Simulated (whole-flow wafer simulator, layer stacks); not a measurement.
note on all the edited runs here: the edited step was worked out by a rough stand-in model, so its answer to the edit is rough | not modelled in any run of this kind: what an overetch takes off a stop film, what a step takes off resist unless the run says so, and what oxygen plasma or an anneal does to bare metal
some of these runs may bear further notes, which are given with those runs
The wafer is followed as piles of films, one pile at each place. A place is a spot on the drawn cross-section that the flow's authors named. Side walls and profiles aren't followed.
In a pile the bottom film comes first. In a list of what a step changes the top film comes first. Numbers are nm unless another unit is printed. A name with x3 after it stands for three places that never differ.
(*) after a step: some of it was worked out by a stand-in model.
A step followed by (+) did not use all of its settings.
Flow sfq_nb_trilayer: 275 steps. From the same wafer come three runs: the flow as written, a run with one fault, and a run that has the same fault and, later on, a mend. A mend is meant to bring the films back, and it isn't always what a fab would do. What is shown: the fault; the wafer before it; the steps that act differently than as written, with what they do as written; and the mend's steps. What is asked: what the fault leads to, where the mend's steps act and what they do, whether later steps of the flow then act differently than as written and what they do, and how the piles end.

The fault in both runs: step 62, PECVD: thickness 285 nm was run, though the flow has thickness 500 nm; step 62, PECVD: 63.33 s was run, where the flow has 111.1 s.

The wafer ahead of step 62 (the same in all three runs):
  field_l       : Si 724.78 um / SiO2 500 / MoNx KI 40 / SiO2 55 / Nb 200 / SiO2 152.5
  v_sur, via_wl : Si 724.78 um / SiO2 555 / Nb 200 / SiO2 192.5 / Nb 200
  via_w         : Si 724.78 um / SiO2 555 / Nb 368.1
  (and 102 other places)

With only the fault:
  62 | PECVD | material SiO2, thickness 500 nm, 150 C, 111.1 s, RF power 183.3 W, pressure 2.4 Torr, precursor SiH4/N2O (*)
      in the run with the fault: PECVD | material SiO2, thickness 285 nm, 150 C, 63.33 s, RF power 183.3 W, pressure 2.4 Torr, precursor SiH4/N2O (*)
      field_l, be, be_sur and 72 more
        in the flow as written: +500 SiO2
        in the run with the fault: +285 SiO2
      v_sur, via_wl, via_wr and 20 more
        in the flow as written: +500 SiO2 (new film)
        in the run with the fault: +285 SiO2 (new film)
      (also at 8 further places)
  Steps further on in the flow that do not act as written (19 more steps, not shown, differ only slightly: by at most 2% or 0.5 nm, whichever is larger):
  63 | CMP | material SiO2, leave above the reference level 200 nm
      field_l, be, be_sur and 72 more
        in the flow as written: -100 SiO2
        in the run with the fault: nothing
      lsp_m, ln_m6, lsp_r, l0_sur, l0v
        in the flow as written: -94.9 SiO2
        in the run with the fault: nothing
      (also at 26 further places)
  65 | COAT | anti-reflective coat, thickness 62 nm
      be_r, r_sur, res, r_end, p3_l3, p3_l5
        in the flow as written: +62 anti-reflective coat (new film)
        in the run with the fault: +63.4 anti-reflective coat (new film)
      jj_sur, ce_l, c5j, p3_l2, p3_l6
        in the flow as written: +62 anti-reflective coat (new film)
        in the run with the fault: +63.6 anti-reflective coat (new film)
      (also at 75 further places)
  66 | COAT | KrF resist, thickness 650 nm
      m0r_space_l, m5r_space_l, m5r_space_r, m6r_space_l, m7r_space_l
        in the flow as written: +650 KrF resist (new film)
        in the run with the fault: +664.1 KrF resist (new film)
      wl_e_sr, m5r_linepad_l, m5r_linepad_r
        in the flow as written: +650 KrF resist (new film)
        in the run with the fault: +623.5 KrF resist (new film)
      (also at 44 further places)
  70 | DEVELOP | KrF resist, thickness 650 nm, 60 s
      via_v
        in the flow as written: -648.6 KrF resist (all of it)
        in the run with the fault: -607.5 KrF resist (all of it)
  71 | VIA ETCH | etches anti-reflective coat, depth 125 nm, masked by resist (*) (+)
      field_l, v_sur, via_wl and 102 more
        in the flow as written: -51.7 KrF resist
        in the run with the fault: -44.1 KrF resist
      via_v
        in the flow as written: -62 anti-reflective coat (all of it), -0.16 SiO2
        in the run with the fault: -53 anti-reflective coat (all of it), -0.13 SiO2
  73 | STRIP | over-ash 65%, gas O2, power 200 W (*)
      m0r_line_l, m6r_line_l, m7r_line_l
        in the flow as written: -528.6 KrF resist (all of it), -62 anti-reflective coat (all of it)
        in the run with the fault: -558.8 KrF resist (all of it), -63.2 anti-reflective coat (all of it)
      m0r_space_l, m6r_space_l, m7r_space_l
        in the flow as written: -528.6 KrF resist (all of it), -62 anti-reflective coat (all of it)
        in the run with the fault: -550.2 KrF resist (all of it), -77 anti-reflective coat (all of it)
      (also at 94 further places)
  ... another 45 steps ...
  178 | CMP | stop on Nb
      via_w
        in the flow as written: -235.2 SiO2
        in the run with the fault: -226.5 SiO2
  At via_w, p4_w1, p4_w2 and 7 more, the piles at the end differ from the flow's by more than 2% or 0.5 nm, whichever is larger.
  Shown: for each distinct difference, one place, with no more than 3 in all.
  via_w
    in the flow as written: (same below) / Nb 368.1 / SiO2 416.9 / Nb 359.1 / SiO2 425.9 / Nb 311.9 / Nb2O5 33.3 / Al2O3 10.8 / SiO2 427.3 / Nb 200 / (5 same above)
    in the run with the fault: (same below) / Nb 368.1 / SiO2 237.6 / Nb 169.8 / SiO2 141.9 / Nb 90.1 / SiO2 344 / Nb 161.3 / SiO2 189.6 / Nb 110.8 / Nb2O5 34.6 / Al2O3 10.1 / SiO2 495.5 / Nb 200 / (5 same above)
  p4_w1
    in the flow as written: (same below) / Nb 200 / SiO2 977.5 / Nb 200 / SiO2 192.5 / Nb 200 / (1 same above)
    in the run with the fault: (same below) / Nb 200 / SiO2 962.5 / Nb 200 / SiO2 207.5 / Nb 200 / (1 same above)

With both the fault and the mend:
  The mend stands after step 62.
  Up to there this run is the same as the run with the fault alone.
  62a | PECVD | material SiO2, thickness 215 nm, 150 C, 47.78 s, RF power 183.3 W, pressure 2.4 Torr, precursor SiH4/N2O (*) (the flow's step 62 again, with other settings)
      field_l, v_sur, via_wl and 102 more
        +215 SiO2
      via_w
        +191.6 SiO2
  Steps further on in the flow that do not act as written:
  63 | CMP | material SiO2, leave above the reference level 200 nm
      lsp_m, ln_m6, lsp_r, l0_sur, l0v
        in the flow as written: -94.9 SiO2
        in the run with the mend: -100 SiO2
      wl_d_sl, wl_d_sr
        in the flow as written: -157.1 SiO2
        in the run with the mend: -100 SiO2
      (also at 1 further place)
  At every place that both follow, the piles at the end match the flow's.
